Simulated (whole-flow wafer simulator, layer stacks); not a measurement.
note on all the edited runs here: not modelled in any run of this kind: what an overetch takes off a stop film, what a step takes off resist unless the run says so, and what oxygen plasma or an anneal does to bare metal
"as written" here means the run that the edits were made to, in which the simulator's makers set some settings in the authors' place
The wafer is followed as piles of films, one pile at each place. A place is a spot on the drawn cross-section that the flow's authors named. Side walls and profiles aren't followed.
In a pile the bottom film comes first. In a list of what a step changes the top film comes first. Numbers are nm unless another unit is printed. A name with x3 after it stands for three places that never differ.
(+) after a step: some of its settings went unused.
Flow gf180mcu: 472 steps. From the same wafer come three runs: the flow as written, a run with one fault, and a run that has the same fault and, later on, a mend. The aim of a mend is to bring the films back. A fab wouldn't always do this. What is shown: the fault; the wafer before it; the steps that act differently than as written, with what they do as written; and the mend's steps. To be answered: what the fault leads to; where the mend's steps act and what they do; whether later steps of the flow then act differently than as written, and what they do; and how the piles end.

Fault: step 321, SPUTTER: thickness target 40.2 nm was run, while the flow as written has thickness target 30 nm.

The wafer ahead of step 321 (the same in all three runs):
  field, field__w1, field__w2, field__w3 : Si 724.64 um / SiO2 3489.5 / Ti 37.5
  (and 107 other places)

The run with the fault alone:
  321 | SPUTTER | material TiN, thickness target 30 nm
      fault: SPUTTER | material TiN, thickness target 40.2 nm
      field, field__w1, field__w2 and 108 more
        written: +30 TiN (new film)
        fault: +40.2 TiN (new film)
  Steps later in the flow that act otherwise than as written:
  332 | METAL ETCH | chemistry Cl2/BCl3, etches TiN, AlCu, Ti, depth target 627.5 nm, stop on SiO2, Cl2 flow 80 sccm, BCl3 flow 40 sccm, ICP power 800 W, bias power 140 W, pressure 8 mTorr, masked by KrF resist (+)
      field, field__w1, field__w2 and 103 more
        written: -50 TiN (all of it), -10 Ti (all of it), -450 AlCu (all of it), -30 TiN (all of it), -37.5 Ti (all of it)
        fault: -50 TiN (all of it), -10 Ti (all of it), -450 AlCu (all of it), -40.2 TiN (all of it), -37.5 Ti (all of it)
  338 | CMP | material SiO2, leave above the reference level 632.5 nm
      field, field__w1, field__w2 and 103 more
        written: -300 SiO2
        fault: -289.8 SiO2
  By the end, the piles at field__w8, contact, m1, m1__w1, m1_nw depart from the flow's by more than 2% or 0.5 nm, whichever is larger.
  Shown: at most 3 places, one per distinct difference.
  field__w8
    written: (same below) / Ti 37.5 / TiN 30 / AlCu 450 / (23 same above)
    fault: (same below) / Ti 37.5 / TiN 40.2 / AlCu 450 / (23 same above)
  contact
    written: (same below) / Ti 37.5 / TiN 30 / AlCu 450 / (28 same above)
    fault: (same below) / Ti 37.5 / TiN 40.2 / AlCu 450 / (28 same above)

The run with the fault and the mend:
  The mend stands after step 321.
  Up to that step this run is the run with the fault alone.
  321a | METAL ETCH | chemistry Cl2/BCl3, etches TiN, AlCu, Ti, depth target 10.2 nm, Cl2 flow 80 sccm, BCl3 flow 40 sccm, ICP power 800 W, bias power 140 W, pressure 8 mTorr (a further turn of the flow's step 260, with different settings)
      field, field__w1, field__w2 and 108 more
        -10.2 TiN
  Every later step of the flow that is run acts as written at every place that is followed.
  The piles end the same as the flow's at every place that both follow.
